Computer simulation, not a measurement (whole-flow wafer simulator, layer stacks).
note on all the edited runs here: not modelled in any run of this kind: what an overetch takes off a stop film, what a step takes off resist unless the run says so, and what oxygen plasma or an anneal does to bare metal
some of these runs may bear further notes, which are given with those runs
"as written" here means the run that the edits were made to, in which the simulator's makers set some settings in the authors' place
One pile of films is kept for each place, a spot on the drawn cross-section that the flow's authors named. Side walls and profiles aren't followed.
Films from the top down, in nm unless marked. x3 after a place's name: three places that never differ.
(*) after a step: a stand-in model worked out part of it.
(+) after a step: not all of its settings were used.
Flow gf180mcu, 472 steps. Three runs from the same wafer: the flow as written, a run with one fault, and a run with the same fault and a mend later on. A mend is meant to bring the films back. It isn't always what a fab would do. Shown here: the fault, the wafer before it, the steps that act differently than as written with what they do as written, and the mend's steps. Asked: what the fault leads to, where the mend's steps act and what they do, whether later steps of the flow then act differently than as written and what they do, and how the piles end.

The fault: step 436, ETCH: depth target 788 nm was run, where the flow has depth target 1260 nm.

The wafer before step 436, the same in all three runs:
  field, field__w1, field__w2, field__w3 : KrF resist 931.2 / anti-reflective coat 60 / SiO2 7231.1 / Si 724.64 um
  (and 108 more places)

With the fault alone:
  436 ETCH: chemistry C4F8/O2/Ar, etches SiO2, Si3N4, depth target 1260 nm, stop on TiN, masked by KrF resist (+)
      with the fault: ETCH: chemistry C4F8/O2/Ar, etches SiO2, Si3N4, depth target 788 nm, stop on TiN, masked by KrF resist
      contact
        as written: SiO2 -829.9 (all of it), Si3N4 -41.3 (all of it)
        with the fault: SiO2 -788
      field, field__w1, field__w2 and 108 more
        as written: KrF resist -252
        with the fault: KrF resist -157.6
  Later steps of the flow that act differently than as written (3 more steps differ only slightly, by at most 2% or 0.5 nm, whichever is larger, and aren't shown):
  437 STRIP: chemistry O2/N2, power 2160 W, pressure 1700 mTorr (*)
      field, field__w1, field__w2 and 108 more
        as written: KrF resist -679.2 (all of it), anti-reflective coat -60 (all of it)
        with the fault: KrF resist -773.6 (all of it), anti-reflective coat -60 (all of it)
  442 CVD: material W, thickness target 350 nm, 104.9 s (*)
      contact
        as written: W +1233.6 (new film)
        with the fault: W +1149.3 (new film)
  At the end the piles differ from the flow's by more than 2% or 0.5 nm, whichever is larger, at contact.
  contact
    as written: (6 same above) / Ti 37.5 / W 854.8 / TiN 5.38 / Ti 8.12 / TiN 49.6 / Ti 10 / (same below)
    with the fault: (6 same above) / Ti 37.5 / W 770.5 / TiN 5.65 / Ti 8.52 / SiO2 41.9 / Si3N4 41.3 / TiN 50 / Ti 10 / (same below)

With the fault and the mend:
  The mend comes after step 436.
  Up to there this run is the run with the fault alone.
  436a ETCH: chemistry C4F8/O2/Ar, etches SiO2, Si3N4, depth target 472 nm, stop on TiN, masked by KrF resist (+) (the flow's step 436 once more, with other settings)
      field, field__w1, field__w2 and 108 more
        KrF resist -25
      contact
        SiO2 -41.9 (all of it), Si3N4 -41.3 (all of it)
  Later steps of the flow that act differently than as written:
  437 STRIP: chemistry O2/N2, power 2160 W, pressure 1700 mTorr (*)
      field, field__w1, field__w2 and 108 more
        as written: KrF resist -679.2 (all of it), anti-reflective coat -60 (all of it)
        with the mend: KrF resist -748.6 (all of it), anti-reflective coat -60 (all of it)
  At the end the piles are the same as the flow's at every place that both follow.
